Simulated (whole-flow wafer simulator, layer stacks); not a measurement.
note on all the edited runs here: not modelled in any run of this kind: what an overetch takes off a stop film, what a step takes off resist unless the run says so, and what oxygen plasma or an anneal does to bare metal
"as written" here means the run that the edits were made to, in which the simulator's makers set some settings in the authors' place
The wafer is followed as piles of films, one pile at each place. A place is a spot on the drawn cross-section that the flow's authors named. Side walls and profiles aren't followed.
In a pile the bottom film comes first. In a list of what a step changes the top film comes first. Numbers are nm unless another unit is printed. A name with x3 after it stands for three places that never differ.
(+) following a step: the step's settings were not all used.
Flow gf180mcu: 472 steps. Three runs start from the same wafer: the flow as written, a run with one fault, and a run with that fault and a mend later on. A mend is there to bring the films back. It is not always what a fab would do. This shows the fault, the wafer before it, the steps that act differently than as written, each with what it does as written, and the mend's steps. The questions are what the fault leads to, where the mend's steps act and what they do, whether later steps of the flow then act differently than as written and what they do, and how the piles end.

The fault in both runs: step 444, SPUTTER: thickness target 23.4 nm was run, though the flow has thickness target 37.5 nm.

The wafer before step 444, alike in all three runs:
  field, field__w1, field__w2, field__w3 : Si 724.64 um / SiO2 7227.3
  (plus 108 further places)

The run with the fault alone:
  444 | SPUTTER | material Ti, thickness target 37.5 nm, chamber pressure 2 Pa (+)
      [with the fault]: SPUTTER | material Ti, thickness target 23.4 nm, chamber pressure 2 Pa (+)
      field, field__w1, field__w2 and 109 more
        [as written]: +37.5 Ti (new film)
        [with the fault]: +23.4 Ti (new film)
  Later steps of the flow acting differently than as written (4 other steps are not shown; they differ only slightly, by no more than 2% or 0.5 nm, whichever is larger):
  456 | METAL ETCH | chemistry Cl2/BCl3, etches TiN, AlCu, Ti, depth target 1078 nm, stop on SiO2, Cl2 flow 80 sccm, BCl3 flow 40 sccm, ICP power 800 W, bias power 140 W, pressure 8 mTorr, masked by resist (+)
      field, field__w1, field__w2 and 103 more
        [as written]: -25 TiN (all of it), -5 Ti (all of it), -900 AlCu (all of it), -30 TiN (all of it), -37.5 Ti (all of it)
        [with the fault]: -25 TiN (all of it), -5 Ti (all of it), -900 AlCu (all of it), -30 TiN (all of it), -23.4 Ti (all of it)
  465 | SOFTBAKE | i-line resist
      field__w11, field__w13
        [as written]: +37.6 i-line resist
        [with the fault]: +36.8 i-line resist
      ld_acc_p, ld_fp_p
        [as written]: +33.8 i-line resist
        [with the fault]: +33.1 i-line resist
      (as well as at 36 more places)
  By the end, the piles at field__w8, contact, m1, m1__w1, pad, m1_nw depart from the flow's by more than 2% or 0.5 nm, whichever is larger.
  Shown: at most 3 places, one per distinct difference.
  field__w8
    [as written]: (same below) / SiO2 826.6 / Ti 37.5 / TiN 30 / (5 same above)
    [with the fault]: (same below) / SiO2 826.6 / Ti 23.4 / TiN 30 / (5 same above)
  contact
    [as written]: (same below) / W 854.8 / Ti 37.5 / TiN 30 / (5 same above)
    [with the fault]: (same below) / W 854.8 / Ti 23.4 / TiN 30 / (5 same above)
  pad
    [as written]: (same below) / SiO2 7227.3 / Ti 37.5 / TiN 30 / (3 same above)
    [with the fault]: (same below) / SiO2 7227.3 / Ti 23.4 / TiN 30 / (3 same above)

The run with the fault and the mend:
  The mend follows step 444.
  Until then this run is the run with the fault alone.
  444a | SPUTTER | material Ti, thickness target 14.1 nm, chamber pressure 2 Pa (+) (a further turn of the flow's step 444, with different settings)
      field, field__w1, field__w2 and 109 more
        +14.1 Ti
  None of the later steps of the flow acts differently than as written at any place that is followed.
  By the end, the piles equal the flow's at every place that both follow.
